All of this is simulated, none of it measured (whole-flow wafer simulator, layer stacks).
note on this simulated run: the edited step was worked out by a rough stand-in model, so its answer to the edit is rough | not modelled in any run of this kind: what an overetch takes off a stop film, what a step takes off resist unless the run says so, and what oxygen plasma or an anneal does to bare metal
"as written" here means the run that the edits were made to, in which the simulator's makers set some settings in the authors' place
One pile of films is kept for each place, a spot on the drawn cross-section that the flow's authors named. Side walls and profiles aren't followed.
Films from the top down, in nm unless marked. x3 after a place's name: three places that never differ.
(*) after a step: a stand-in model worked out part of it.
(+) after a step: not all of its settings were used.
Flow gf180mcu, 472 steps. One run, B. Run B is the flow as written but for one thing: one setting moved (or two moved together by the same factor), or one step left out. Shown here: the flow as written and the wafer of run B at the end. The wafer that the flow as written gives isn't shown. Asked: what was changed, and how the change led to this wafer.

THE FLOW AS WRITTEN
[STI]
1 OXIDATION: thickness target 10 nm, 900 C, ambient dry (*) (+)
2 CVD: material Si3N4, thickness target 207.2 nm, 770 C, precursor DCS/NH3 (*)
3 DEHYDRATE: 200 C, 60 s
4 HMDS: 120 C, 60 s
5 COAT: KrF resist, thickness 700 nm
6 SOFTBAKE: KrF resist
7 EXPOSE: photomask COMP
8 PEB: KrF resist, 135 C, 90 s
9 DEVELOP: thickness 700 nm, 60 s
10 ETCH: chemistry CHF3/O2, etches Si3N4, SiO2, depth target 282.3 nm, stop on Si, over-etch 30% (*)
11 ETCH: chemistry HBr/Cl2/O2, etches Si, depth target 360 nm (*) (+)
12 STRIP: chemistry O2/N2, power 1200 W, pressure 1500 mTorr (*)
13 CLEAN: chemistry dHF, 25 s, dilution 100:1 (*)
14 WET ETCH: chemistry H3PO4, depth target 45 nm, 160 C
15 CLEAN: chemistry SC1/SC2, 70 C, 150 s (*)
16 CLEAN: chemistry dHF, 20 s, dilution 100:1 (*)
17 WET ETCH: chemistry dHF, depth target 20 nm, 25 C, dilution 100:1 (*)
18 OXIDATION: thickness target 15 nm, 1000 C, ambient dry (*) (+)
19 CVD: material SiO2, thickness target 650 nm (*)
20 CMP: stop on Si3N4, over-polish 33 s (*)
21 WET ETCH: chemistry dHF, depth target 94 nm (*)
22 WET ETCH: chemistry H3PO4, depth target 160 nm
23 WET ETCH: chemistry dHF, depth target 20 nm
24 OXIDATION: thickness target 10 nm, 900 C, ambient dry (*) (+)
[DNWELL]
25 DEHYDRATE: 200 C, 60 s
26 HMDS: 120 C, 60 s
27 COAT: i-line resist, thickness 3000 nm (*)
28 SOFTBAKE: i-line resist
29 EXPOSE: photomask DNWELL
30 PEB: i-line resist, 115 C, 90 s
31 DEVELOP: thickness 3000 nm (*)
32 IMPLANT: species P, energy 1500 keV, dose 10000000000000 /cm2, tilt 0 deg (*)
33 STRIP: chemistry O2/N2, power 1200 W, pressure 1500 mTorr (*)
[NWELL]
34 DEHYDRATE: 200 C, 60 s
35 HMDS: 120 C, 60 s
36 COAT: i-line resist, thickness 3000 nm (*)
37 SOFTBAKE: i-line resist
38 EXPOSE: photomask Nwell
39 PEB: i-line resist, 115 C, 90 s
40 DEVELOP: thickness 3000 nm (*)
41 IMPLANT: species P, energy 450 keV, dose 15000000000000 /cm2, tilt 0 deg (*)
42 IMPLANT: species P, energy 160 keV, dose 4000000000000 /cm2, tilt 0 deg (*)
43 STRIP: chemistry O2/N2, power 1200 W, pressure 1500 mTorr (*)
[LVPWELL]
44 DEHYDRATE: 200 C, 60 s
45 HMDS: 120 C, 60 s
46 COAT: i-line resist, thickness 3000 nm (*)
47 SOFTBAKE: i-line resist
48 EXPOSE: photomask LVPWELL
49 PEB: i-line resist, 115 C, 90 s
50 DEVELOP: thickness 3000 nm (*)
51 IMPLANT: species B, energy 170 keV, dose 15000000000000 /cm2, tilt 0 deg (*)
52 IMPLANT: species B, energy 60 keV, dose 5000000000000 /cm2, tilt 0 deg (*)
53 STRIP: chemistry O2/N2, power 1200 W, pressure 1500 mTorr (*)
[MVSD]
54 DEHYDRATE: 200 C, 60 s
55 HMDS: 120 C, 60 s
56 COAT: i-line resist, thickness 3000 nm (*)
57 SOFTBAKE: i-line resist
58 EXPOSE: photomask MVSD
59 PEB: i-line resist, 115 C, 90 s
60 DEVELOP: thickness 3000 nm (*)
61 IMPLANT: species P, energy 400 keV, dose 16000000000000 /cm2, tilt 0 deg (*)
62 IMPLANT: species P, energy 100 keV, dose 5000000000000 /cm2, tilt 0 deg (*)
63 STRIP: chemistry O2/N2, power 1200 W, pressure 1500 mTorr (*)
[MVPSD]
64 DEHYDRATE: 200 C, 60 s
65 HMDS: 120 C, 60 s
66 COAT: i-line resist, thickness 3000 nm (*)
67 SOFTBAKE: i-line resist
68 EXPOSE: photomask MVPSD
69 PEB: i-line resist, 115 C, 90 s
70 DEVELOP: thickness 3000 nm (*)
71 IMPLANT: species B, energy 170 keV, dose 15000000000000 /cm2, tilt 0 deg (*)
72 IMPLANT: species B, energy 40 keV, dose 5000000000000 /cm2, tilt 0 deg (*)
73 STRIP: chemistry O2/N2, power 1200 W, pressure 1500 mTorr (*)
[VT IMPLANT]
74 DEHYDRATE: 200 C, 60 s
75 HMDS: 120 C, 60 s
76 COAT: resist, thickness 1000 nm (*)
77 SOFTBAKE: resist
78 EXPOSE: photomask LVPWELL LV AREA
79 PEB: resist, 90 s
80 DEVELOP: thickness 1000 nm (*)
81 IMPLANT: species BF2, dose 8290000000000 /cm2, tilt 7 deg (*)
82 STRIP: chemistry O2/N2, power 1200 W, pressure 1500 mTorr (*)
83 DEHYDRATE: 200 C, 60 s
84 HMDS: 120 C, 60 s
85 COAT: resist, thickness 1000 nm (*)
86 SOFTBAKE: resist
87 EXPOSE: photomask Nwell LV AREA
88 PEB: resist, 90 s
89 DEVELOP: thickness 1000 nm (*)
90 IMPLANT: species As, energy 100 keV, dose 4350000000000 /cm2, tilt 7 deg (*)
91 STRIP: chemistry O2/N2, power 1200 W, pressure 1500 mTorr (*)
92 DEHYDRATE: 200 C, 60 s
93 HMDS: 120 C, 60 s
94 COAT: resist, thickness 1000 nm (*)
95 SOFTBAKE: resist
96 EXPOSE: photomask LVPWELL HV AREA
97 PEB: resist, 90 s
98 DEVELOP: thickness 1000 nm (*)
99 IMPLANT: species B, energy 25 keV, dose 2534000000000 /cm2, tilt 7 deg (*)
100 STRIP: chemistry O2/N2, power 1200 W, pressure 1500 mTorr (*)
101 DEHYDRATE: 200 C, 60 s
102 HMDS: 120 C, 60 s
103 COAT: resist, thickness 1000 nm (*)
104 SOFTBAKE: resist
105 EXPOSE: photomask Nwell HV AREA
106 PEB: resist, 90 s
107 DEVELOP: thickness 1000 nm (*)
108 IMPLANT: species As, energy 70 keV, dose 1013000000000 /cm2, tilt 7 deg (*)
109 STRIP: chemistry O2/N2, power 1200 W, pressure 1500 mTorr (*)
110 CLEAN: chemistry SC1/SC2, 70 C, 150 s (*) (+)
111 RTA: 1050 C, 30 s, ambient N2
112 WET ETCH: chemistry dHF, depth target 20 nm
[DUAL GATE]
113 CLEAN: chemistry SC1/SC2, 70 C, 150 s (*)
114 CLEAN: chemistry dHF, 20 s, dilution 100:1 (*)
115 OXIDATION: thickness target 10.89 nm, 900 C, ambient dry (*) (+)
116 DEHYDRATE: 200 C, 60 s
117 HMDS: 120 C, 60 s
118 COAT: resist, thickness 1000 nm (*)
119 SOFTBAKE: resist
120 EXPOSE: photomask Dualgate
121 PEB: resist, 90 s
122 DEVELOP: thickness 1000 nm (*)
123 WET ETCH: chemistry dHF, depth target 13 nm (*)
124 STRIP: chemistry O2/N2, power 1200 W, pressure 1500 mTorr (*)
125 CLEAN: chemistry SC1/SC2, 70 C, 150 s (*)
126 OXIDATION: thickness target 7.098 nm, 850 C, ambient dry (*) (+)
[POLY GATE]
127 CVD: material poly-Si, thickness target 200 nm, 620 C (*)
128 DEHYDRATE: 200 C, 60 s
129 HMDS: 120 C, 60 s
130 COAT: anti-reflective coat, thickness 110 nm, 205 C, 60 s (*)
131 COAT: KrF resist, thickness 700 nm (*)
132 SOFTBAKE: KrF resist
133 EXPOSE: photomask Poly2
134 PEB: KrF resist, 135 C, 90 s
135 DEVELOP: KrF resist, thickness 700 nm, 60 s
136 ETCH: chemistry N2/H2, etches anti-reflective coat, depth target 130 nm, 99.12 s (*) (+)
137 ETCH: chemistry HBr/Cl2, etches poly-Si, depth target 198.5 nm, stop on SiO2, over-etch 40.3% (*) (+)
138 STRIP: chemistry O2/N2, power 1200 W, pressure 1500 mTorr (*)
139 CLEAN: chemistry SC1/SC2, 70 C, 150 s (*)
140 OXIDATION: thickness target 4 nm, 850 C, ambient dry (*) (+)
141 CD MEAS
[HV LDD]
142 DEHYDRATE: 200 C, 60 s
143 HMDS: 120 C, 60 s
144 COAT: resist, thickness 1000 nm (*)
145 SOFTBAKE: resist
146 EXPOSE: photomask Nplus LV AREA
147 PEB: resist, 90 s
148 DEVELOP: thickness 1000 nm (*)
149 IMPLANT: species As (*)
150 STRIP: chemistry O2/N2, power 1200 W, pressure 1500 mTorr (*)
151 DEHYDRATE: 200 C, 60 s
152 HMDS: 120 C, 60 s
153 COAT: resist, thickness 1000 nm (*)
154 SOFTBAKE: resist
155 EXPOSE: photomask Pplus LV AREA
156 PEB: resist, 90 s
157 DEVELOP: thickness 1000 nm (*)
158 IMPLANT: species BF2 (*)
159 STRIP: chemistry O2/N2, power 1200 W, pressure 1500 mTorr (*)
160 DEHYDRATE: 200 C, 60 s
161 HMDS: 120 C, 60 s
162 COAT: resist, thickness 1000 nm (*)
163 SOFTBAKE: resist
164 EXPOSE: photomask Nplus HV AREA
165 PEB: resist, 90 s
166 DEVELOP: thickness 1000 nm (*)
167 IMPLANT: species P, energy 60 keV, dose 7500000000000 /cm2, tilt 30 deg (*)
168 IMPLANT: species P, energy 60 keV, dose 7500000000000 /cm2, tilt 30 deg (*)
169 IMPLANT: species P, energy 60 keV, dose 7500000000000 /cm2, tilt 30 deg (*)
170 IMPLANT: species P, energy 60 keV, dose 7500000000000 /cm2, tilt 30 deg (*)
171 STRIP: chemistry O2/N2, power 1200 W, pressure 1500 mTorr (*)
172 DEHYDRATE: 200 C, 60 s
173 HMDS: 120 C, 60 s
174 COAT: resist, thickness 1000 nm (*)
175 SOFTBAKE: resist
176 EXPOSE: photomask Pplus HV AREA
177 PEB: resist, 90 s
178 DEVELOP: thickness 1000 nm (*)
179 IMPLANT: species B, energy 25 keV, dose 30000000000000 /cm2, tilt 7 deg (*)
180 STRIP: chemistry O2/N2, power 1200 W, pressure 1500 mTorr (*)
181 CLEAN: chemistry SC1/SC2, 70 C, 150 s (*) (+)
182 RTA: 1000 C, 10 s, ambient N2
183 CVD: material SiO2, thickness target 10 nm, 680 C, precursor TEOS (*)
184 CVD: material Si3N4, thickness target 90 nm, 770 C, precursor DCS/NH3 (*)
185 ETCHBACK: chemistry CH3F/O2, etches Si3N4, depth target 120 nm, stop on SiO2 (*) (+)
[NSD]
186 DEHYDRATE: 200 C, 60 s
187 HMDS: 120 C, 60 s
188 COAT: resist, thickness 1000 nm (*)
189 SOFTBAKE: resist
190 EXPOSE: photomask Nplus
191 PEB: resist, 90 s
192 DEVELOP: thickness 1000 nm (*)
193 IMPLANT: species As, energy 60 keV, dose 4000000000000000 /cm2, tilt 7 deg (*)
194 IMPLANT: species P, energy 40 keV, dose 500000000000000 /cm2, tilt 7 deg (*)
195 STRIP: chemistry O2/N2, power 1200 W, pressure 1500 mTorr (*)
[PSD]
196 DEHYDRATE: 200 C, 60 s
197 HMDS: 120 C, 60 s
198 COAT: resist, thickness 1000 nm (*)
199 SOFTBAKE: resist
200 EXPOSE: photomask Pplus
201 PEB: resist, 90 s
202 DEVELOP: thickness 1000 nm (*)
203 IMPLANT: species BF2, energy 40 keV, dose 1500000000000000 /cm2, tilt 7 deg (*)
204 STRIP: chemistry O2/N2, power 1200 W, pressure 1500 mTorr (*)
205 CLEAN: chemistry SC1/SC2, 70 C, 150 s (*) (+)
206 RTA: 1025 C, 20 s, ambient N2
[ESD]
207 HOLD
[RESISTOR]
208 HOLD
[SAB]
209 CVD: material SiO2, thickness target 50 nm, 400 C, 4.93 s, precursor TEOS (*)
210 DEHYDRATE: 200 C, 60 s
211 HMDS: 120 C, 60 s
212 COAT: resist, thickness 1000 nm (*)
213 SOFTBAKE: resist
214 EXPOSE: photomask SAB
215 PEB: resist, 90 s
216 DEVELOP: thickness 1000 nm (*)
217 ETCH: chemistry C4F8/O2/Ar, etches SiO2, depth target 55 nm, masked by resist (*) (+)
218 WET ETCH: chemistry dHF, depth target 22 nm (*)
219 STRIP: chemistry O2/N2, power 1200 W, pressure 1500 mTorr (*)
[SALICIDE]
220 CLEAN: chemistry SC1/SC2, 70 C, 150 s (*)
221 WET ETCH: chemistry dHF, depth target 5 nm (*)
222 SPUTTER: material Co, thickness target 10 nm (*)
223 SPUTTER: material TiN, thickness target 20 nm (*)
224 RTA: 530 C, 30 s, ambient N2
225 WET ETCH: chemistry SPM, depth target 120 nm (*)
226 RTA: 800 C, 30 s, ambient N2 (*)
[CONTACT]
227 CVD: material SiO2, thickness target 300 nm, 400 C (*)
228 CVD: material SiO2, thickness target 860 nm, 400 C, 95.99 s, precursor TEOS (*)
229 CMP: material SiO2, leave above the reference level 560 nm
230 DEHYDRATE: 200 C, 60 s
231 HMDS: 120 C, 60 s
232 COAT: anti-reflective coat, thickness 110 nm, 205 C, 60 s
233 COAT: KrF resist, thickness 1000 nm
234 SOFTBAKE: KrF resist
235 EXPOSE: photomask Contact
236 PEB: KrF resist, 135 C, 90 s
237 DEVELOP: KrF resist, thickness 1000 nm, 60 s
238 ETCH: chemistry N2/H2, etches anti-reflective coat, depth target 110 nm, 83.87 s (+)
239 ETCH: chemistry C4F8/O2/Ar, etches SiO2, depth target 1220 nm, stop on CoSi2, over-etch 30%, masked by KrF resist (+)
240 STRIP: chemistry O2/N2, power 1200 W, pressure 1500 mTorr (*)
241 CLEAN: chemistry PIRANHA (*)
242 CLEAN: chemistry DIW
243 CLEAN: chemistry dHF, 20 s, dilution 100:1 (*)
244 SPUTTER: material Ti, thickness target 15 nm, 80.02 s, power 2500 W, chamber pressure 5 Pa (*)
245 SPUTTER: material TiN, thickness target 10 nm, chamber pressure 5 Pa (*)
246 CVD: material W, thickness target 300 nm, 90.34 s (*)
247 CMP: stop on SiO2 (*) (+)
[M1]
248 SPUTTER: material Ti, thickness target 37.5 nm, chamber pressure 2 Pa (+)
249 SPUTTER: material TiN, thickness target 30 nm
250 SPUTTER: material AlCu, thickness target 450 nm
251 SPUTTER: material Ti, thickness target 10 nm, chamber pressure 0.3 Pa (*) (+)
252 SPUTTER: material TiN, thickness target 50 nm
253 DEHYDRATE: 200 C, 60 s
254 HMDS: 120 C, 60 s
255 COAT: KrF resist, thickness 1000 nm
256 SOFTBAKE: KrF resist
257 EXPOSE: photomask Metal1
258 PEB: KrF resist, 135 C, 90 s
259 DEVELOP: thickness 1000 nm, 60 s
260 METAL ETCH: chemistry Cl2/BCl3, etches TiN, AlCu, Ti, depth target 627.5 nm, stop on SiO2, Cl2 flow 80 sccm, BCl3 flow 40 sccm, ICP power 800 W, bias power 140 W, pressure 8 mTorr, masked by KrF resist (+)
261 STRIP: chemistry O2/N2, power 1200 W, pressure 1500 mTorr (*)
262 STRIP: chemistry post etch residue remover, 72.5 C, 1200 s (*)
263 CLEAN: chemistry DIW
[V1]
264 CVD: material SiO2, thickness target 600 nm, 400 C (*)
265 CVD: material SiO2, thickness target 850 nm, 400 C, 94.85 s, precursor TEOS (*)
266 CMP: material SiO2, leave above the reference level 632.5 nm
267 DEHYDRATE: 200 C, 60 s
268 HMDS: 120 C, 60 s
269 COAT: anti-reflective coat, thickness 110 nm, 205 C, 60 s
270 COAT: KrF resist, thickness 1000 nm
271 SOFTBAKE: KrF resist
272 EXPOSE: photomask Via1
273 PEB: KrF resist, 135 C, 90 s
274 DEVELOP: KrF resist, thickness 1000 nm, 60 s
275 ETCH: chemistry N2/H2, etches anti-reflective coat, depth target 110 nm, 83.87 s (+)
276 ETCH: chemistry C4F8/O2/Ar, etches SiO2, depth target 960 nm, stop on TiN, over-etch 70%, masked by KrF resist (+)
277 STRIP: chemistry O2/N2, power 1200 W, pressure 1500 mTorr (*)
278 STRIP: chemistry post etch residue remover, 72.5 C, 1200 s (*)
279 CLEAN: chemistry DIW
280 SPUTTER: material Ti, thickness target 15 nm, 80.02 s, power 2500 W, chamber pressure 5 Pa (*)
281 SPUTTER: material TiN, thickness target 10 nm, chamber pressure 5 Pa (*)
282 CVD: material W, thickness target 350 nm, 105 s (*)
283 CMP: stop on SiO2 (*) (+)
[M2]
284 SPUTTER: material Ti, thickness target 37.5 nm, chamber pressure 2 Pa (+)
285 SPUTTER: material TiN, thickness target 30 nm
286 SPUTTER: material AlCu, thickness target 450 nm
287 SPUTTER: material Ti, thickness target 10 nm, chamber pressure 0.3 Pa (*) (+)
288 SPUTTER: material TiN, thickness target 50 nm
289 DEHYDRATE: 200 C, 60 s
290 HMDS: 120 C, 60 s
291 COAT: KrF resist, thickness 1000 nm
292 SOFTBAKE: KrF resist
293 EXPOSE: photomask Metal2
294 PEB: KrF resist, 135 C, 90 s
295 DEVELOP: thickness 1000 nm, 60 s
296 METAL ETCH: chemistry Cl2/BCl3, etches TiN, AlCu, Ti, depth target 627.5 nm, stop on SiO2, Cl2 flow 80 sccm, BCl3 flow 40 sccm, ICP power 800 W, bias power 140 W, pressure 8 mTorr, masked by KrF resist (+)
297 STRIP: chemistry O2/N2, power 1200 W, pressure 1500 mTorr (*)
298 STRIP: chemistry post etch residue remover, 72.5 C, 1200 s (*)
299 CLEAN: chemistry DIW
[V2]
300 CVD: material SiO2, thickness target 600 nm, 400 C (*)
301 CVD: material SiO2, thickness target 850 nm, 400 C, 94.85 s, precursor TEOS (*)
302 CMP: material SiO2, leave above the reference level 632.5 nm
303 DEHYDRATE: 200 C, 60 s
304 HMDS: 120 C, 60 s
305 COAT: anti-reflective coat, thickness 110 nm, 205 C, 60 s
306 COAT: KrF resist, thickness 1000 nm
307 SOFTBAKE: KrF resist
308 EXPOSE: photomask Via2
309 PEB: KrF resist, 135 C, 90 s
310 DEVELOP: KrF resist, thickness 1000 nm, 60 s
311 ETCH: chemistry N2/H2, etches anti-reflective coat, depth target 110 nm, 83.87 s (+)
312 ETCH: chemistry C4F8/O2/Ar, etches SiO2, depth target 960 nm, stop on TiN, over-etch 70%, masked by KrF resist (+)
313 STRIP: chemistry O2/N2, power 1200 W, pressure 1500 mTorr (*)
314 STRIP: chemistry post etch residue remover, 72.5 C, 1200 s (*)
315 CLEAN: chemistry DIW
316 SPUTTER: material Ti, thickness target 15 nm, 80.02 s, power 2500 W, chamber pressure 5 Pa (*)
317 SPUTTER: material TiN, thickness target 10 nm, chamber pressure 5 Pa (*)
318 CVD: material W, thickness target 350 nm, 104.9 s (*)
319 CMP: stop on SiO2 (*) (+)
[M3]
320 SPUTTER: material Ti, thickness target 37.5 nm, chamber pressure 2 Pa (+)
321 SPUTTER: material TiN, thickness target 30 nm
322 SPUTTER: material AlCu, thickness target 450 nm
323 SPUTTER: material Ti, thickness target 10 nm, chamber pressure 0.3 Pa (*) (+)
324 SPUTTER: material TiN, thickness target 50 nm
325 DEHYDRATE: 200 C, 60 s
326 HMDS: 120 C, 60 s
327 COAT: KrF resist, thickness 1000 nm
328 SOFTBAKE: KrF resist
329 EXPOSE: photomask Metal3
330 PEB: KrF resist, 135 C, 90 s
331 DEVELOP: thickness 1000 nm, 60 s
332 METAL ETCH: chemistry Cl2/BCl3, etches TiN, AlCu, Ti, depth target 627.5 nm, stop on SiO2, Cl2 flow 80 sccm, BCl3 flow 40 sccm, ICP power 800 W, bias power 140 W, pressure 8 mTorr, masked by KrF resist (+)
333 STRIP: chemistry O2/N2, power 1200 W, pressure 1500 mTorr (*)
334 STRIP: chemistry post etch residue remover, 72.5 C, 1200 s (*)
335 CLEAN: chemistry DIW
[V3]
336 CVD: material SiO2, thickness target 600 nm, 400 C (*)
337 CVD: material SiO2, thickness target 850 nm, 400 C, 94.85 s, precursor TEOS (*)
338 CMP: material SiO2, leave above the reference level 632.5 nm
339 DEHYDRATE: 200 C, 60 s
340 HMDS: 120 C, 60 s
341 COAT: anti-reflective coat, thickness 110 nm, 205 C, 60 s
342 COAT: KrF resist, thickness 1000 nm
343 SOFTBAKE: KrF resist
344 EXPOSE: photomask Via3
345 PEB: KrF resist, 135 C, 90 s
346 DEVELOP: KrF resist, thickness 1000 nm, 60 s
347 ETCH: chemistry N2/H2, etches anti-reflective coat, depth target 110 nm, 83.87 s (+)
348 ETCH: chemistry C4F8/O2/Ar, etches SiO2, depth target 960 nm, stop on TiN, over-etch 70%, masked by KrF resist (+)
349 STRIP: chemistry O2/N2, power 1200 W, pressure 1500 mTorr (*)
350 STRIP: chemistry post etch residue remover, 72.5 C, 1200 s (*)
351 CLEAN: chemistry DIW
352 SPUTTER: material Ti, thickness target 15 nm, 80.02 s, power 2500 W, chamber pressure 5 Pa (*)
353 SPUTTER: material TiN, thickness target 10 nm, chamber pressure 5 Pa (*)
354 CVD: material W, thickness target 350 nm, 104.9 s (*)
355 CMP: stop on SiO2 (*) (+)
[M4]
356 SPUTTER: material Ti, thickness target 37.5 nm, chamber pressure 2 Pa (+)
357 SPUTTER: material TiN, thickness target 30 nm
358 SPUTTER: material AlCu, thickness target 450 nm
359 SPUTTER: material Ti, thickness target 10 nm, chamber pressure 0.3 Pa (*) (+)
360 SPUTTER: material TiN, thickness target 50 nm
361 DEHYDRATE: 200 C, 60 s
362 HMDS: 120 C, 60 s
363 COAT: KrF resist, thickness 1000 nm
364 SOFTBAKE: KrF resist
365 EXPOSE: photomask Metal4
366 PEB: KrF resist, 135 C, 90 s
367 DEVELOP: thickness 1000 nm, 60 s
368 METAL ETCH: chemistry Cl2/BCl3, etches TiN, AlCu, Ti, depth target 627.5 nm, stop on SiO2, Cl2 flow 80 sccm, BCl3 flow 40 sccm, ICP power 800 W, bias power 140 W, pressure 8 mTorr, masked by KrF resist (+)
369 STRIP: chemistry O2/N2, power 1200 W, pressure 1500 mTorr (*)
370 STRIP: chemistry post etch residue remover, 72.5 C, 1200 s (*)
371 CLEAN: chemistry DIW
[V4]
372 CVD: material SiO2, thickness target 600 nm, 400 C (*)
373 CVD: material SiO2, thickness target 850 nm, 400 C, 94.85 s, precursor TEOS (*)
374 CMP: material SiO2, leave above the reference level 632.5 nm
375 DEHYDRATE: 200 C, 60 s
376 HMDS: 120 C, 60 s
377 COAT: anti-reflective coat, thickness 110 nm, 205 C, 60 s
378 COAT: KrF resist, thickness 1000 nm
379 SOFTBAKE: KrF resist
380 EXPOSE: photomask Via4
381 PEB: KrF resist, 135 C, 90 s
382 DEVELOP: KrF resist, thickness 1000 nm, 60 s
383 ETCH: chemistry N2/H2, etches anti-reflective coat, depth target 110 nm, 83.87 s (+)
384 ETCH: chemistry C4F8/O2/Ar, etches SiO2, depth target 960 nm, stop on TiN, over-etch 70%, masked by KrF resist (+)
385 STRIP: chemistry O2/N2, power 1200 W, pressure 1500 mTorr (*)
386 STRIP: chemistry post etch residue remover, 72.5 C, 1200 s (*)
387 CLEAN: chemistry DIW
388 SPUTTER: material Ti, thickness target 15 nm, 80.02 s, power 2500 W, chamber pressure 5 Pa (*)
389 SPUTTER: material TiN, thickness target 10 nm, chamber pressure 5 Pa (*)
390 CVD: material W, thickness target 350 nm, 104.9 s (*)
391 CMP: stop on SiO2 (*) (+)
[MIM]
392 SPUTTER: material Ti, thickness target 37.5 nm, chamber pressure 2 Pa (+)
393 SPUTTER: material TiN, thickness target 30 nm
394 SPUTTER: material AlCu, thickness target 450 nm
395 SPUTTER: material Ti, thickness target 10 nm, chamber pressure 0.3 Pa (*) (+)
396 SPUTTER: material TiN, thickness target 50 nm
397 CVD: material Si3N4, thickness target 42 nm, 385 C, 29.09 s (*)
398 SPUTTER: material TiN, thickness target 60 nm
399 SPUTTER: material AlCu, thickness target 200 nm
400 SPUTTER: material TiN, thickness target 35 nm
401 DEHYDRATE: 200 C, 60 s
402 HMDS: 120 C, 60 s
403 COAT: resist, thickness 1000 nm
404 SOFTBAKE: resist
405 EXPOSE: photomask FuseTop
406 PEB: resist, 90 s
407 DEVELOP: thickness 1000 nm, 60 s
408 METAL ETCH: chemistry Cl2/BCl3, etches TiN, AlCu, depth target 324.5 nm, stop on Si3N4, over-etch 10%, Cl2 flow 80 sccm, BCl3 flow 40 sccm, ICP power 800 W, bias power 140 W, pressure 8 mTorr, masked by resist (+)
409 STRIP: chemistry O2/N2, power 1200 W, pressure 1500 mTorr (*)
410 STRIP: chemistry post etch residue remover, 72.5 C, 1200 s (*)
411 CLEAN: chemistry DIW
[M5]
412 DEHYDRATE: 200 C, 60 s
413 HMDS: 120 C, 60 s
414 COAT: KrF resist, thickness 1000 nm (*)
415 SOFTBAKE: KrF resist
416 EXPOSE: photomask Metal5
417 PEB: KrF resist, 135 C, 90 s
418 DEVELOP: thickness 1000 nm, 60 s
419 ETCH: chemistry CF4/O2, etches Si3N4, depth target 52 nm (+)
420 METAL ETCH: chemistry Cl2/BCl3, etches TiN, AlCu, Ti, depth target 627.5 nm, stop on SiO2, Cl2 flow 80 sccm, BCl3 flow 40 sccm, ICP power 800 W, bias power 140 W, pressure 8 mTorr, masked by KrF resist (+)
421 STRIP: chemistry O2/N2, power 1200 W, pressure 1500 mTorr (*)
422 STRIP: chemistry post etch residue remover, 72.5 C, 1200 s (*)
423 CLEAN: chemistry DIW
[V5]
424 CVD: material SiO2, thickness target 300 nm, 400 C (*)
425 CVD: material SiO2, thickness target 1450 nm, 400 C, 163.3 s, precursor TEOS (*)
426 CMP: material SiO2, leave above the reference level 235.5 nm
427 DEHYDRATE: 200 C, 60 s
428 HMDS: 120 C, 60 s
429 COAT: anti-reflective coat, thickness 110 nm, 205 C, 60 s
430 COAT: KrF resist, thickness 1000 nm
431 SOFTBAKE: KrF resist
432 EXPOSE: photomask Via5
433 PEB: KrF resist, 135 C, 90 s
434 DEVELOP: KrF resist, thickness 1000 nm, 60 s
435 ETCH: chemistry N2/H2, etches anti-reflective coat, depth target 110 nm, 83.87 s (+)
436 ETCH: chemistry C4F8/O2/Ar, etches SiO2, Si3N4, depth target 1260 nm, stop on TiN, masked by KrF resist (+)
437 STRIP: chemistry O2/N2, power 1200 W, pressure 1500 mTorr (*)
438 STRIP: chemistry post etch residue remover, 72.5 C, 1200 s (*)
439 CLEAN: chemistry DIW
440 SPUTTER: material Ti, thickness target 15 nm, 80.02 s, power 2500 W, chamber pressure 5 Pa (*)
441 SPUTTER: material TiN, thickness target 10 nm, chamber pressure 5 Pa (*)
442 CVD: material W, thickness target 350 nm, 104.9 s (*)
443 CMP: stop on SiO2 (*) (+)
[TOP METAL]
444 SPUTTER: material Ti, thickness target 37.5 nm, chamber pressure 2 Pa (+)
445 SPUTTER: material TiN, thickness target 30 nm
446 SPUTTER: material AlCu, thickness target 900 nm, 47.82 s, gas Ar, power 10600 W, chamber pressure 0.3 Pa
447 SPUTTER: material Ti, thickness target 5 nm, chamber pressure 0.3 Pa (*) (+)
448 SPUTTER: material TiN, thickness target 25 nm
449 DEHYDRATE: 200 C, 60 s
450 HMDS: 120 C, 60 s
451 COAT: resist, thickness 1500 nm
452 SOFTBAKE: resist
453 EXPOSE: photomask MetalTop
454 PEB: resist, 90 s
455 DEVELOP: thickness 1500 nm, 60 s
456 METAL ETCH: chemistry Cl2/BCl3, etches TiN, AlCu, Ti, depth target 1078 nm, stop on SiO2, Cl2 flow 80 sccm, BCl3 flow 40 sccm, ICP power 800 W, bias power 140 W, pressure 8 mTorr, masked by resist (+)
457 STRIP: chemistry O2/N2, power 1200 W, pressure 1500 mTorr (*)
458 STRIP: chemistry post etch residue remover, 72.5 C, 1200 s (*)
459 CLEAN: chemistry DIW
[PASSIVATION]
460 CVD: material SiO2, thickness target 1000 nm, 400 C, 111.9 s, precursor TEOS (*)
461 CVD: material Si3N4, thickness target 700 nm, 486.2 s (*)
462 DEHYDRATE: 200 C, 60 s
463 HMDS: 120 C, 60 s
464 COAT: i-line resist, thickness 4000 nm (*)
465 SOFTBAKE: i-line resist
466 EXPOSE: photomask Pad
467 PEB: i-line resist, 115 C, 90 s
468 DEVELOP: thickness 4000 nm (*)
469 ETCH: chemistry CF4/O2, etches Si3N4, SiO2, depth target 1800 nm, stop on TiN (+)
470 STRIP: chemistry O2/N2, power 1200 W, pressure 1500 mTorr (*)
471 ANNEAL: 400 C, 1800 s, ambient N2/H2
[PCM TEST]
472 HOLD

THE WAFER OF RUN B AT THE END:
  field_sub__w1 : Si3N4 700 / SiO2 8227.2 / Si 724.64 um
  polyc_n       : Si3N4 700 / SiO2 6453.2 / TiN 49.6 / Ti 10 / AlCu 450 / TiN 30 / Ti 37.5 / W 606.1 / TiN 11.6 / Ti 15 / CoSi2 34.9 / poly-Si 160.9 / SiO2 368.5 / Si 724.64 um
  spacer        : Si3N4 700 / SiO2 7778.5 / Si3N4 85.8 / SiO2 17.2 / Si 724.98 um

The cause: step 245, SPUTTER: thickness target 11.6 nm was run, where the flow has thickness target 10 nm.
It can be read off the wafer: polyc_n has TiN 11.6, and step 245 as written asks for 10 nm.

How the change led to this, step by step:
  245 SPUTTER: material TiN, thickness target 10 nm, chamber pressure 5 Pa (*)
      field, field__w1, field__w2 and 107 more: TiN +11.6 (new film) (as written it would be: TiN +10 (new film))
      contact: TiN +6.35 (new film) (as written it would be: TiN +5.48 (new film))
  247 CMP: stop on SiO2 (*) (+)
      field, field__w1, field__w2 and 105 more: W -300 (all of it), TiN -11.6 (all of it), Ti -15 (all of it), SiO2 -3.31 (as written it would be: W -300 (all of it), TiN -10 (all of it), Ti -15 (all of it), SiO2 -3.29)
